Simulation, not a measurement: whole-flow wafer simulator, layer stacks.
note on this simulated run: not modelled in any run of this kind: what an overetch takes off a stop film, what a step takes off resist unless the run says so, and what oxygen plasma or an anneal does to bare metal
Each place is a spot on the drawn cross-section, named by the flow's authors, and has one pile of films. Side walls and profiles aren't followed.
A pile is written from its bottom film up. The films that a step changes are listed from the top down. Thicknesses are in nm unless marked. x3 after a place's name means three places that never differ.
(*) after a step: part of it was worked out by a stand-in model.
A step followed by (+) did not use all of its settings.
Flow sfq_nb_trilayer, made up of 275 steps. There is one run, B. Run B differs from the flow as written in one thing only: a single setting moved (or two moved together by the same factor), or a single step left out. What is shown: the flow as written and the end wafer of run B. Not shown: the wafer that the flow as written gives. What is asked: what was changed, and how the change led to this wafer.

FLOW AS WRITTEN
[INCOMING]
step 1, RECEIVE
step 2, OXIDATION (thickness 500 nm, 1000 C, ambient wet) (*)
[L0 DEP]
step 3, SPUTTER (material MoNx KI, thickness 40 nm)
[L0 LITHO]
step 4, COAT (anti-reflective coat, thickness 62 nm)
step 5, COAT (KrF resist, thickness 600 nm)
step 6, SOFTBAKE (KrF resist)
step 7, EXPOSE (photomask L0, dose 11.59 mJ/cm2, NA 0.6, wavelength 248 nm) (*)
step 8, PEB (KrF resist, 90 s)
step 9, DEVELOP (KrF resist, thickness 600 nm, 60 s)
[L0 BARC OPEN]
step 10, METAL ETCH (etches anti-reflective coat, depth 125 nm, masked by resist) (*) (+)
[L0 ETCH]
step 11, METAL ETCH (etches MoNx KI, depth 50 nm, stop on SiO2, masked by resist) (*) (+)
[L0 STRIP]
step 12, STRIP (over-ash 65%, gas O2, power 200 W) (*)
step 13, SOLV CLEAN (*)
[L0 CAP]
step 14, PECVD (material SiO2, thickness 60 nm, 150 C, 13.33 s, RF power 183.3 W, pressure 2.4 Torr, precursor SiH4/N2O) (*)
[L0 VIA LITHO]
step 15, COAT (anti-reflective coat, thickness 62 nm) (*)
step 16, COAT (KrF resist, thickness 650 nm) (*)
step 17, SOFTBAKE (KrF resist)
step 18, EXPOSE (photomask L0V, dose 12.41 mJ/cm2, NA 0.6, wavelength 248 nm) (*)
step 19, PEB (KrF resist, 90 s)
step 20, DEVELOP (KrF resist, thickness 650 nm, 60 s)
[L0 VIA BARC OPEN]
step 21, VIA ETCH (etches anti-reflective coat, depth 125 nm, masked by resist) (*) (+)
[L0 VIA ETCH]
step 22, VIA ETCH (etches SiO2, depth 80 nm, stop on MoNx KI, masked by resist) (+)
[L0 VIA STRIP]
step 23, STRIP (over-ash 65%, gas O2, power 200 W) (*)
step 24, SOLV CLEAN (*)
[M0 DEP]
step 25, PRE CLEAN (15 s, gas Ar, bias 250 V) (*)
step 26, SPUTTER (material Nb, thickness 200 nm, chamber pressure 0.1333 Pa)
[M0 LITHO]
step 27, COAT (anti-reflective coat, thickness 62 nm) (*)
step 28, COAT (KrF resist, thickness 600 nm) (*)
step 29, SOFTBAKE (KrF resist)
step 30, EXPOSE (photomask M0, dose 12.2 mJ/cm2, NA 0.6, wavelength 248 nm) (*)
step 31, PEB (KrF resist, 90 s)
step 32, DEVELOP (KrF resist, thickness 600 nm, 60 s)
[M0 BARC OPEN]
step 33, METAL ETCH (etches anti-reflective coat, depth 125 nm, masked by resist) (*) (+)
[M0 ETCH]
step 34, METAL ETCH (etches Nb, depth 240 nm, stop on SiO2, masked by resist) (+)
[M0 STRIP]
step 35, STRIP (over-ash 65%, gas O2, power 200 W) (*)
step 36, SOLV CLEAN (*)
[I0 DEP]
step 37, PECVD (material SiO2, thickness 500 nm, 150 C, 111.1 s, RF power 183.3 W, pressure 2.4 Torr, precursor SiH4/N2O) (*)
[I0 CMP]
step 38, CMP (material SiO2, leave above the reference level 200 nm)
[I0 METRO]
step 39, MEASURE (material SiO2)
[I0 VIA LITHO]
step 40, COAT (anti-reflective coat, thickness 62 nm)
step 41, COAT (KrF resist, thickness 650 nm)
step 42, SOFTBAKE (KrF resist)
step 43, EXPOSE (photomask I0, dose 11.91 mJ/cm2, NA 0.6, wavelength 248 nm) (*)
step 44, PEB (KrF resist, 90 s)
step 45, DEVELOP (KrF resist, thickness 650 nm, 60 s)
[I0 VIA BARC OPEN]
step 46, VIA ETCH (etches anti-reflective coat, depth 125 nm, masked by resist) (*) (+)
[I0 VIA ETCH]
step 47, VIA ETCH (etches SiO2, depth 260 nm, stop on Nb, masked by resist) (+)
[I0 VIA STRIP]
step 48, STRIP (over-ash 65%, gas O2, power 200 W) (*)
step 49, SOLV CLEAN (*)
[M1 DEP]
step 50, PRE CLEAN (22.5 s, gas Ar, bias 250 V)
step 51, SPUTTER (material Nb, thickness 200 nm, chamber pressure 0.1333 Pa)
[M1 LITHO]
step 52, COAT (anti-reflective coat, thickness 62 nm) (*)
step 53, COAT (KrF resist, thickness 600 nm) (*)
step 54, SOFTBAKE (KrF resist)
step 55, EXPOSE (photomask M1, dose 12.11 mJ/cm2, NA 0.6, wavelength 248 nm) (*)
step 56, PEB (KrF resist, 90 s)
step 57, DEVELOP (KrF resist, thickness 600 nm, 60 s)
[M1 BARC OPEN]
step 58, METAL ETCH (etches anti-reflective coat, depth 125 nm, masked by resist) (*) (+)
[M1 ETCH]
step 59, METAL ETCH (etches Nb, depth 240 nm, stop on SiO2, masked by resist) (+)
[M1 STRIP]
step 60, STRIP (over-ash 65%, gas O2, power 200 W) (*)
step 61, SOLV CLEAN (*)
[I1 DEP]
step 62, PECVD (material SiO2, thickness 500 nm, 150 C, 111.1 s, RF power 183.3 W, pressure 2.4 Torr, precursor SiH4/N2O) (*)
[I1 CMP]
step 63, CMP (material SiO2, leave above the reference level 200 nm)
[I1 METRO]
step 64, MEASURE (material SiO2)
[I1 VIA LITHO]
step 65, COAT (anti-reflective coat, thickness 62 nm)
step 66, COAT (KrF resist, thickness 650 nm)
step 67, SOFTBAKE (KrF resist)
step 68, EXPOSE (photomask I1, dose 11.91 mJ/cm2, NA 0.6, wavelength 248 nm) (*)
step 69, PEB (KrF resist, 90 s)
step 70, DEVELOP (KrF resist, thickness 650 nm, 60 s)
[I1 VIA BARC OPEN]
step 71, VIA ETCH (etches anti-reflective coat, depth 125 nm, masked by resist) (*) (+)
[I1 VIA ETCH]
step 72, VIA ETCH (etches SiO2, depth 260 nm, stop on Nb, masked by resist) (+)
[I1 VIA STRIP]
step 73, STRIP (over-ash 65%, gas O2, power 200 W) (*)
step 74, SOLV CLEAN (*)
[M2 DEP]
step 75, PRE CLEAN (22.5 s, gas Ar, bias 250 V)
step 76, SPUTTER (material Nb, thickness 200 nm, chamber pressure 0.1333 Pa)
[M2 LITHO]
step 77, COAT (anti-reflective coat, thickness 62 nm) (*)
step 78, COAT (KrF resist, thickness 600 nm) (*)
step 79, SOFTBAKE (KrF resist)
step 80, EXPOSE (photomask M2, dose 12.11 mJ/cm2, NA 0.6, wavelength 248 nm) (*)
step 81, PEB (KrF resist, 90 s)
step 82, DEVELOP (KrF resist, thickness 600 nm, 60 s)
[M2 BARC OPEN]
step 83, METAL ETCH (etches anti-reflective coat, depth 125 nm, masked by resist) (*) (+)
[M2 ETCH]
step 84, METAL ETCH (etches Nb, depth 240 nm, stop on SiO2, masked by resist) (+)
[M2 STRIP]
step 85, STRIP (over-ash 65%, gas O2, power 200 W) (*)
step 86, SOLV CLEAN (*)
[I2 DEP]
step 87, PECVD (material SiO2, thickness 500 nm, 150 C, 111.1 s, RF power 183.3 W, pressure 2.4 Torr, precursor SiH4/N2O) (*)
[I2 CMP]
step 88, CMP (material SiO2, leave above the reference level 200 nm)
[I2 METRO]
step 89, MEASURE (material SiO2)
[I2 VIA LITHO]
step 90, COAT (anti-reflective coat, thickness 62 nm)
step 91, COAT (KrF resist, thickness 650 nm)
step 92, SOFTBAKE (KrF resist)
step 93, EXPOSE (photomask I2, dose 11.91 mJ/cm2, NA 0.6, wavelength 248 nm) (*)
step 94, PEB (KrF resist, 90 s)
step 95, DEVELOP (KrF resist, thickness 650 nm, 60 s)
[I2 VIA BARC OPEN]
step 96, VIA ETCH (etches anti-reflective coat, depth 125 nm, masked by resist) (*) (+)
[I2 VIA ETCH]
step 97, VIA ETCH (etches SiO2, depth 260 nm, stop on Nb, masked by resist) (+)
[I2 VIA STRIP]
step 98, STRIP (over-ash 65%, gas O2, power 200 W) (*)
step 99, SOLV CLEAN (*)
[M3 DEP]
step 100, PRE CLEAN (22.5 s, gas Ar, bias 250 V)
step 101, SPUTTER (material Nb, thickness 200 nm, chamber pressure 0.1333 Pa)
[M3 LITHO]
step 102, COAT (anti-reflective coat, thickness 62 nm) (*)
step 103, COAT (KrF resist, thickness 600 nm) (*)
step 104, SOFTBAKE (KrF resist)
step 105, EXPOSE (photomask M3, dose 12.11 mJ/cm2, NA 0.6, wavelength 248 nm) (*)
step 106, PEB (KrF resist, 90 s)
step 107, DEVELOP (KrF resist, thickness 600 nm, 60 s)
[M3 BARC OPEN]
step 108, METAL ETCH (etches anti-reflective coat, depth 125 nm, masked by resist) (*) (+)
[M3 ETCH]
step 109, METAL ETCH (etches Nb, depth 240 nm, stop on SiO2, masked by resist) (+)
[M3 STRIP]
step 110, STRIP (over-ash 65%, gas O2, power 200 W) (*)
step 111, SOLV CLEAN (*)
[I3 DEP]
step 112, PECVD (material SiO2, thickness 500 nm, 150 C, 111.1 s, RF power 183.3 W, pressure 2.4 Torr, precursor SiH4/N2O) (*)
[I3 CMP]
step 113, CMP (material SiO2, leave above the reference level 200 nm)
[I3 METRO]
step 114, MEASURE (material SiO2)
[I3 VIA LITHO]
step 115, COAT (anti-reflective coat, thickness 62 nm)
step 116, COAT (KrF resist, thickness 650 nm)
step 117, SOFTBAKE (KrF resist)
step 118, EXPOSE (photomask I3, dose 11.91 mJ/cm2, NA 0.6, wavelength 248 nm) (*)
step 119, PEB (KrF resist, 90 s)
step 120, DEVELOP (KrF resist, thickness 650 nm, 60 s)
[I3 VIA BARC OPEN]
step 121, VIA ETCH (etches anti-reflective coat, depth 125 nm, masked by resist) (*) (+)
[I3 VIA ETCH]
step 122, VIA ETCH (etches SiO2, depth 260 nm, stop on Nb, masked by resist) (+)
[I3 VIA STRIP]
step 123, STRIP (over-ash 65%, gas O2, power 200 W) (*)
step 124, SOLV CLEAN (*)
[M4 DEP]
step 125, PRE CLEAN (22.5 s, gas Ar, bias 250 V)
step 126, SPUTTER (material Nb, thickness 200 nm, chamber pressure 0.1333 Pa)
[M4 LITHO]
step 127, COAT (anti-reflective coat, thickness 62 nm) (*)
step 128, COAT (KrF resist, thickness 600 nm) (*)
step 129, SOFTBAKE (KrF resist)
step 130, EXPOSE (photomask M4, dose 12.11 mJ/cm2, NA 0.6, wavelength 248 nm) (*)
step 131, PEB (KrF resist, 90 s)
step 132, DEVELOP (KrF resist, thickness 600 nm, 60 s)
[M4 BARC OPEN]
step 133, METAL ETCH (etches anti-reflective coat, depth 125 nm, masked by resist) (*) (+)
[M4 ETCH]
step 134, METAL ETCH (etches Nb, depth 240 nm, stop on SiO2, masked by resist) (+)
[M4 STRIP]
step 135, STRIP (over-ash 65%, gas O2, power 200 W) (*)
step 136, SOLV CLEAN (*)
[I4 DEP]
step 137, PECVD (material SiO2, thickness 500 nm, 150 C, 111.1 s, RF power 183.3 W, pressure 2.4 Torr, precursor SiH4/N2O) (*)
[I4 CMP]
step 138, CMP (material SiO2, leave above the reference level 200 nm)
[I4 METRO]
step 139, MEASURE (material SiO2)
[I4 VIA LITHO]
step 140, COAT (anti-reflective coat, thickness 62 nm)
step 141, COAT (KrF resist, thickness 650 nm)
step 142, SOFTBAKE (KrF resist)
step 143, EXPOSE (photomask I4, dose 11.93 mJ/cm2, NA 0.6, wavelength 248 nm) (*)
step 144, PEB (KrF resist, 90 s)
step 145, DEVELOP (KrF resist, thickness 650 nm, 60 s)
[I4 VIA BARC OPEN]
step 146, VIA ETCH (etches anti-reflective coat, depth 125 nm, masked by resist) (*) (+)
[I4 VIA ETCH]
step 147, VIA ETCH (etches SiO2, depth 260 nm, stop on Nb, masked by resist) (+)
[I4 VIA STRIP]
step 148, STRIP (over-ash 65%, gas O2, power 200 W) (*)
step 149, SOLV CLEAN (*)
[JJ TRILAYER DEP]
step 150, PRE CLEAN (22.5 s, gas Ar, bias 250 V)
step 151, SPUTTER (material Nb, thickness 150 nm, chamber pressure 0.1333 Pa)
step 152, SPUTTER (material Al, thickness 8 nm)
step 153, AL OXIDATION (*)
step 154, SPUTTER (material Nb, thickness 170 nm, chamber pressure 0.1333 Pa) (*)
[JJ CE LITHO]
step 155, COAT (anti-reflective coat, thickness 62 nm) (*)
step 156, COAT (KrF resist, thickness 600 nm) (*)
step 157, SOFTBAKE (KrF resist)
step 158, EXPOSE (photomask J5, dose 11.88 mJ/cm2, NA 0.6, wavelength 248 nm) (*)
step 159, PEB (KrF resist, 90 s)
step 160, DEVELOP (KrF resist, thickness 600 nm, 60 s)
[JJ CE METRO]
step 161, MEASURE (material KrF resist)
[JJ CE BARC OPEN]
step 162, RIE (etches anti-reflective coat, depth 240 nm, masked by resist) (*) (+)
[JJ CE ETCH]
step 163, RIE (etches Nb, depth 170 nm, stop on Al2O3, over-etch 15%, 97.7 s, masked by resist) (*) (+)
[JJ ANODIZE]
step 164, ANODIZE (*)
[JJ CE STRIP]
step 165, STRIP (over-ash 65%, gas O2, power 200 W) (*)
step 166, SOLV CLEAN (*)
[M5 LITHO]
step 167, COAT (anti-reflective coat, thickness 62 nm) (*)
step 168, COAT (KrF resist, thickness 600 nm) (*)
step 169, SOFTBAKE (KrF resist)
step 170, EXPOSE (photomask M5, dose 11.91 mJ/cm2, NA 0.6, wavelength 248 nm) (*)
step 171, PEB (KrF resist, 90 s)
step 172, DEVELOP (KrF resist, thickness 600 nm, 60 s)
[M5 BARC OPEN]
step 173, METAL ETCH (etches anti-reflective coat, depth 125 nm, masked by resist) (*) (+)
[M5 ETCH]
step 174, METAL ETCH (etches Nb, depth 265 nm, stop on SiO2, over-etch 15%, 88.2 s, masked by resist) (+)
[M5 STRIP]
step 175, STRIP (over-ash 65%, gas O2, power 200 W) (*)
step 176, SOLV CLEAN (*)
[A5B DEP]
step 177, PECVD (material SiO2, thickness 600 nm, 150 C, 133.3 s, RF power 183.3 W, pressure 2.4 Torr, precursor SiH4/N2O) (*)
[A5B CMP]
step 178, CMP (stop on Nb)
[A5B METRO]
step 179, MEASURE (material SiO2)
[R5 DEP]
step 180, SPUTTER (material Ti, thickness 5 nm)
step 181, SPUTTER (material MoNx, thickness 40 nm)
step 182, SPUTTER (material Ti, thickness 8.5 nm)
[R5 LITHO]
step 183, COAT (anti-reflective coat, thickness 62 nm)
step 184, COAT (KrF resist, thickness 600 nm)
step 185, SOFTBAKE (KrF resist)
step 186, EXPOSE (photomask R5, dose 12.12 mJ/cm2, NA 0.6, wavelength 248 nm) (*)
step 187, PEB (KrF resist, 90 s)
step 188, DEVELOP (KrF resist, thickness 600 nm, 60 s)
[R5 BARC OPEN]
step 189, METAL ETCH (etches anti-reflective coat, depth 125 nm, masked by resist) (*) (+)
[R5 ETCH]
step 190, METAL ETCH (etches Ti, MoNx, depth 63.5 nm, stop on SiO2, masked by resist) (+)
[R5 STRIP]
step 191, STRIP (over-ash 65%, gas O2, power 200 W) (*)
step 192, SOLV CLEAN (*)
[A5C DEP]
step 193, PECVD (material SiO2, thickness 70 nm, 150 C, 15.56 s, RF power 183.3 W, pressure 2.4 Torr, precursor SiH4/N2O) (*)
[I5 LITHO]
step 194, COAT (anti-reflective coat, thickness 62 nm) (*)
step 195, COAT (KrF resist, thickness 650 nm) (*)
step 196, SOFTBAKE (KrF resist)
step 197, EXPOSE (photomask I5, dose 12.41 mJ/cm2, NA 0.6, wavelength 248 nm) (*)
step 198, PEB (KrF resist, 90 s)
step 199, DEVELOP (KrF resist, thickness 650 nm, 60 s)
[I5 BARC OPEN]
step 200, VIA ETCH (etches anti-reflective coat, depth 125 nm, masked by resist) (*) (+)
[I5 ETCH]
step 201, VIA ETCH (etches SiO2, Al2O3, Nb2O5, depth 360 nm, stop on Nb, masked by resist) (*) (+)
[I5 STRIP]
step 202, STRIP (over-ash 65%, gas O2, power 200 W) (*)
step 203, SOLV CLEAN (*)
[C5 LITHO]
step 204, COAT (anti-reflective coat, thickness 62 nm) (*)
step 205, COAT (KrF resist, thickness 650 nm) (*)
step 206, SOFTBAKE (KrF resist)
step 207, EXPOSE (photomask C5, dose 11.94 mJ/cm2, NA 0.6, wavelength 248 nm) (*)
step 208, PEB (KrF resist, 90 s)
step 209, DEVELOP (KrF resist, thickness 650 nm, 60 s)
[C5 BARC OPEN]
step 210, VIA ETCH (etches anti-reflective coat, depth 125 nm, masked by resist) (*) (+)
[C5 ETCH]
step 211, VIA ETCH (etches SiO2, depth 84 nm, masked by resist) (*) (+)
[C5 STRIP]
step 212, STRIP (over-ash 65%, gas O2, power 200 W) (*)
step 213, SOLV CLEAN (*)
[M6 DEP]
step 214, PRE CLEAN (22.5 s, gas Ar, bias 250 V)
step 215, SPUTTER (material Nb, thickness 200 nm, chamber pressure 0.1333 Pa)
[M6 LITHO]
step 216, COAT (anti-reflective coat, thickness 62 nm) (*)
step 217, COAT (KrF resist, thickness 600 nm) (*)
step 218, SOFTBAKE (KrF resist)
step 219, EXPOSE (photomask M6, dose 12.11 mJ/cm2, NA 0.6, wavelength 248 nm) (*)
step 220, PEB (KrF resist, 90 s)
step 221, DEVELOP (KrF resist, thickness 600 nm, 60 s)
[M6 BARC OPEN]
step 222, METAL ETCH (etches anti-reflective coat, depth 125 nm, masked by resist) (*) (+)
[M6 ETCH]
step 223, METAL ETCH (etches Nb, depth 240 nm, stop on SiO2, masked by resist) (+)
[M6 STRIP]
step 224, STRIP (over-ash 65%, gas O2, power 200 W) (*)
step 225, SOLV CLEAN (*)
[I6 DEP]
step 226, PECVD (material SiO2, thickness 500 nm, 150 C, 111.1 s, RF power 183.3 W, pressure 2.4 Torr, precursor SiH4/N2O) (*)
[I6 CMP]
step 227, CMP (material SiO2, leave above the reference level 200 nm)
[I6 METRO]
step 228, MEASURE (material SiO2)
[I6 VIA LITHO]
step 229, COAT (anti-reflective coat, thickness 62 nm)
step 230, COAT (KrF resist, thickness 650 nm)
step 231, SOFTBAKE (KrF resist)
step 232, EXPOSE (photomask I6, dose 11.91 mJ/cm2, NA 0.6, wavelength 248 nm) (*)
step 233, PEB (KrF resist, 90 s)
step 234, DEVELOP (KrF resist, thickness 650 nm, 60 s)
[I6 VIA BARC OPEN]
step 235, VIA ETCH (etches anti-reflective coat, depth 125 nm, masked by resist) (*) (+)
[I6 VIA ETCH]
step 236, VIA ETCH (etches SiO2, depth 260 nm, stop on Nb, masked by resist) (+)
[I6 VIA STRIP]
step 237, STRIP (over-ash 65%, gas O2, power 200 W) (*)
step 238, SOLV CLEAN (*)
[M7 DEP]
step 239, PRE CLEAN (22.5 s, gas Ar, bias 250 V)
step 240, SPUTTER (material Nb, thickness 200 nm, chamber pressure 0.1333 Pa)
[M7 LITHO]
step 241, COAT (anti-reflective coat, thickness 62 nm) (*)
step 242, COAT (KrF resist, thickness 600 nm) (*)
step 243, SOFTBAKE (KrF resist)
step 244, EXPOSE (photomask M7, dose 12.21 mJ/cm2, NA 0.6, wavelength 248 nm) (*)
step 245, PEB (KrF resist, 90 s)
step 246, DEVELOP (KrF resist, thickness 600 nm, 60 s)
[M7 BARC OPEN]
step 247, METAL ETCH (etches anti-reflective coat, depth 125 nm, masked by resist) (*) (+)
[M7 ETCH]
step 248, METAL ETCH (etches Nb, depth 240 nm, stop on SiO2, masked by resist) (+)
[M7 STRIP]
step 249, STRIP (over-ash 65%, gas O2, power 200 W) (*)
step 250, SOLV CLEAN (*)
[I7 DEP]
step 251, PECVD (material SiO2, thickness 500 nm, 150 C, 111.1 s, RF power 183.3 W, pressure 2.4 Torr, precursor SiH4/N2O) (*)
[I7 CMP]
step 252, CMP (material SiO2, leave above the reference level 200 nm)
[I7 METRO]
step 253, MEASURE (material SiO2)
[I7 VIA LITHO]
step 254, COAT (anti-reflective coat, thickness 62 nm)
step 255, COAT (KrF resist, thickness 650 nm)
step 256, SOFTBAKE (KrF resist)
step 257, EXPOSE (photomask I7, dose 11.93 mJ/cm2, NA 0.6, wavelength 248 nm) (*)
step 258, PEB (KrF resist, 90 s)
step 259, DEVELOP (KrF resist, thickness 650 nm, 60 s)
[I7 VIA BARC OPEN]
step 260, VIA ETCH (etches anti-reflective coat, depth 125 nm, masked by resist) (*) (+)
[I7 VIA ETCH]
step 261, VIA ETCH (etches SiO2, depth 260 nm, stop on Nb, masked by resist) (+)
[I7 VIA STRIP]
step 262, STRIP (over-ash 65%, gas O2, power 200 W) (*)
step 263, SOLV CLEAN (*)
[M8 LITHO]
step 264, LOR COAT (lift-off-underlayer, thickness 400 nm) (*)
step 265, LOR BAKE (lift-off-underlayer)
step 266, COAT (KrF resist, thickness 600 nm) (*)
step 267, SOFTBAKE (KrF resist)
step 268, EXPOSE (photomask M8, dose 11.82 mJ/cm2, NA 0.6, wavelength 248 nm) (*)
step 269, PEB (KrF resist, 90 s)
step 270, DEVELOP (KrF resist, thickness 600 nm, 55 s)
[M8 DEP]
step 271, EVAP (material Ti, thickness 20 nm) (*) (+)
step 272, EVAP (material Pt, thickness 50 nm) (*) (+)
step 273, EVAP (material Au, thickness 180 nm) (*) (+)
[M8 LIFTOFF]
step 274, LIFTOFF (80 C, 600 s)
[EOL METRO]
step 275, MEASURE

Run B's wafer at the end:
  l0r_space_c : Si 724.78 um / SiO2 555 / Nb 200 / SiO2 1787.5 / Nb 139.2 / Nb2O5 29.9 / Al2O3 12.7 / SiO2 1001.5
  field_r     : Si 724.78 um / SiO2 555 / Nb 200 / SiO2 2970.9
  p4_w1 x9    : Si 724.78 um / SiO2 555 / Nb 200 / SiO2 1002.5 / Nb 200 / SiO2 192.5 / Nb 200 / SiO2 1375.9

The reason: step 76, SPUTTER: thickness 225 nm was run, while the flow as written has thickness 200 nm.

The path from the change to this, step by step:
  step 76, SPUTTER (material Nb, thickness 200 nm, chamber pressure 0.1333 Pa)
      field_l, v_sur, via_wl and 102 more: +225 Nb (new film) (as written it would have been: +200 Nb (new film))
      via_v: +196.6 Nb (as written it would have been: +174.5 Nb)
  step 84, METAL ETCH (etches Nb, depth 240 nm, stop on SiO2, masked by resist) (+)
      field_l, be, be_sur and 81 more: -225 Nb (all of it) (as written it would have been: -200 Nb (all of it))
  step 88, CMP (material SiO2, leave above the reference level 200 nm)
      field_l, be, be_sur and 81 more: -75 SiO2 (as written it would have been: -100 SiO2)
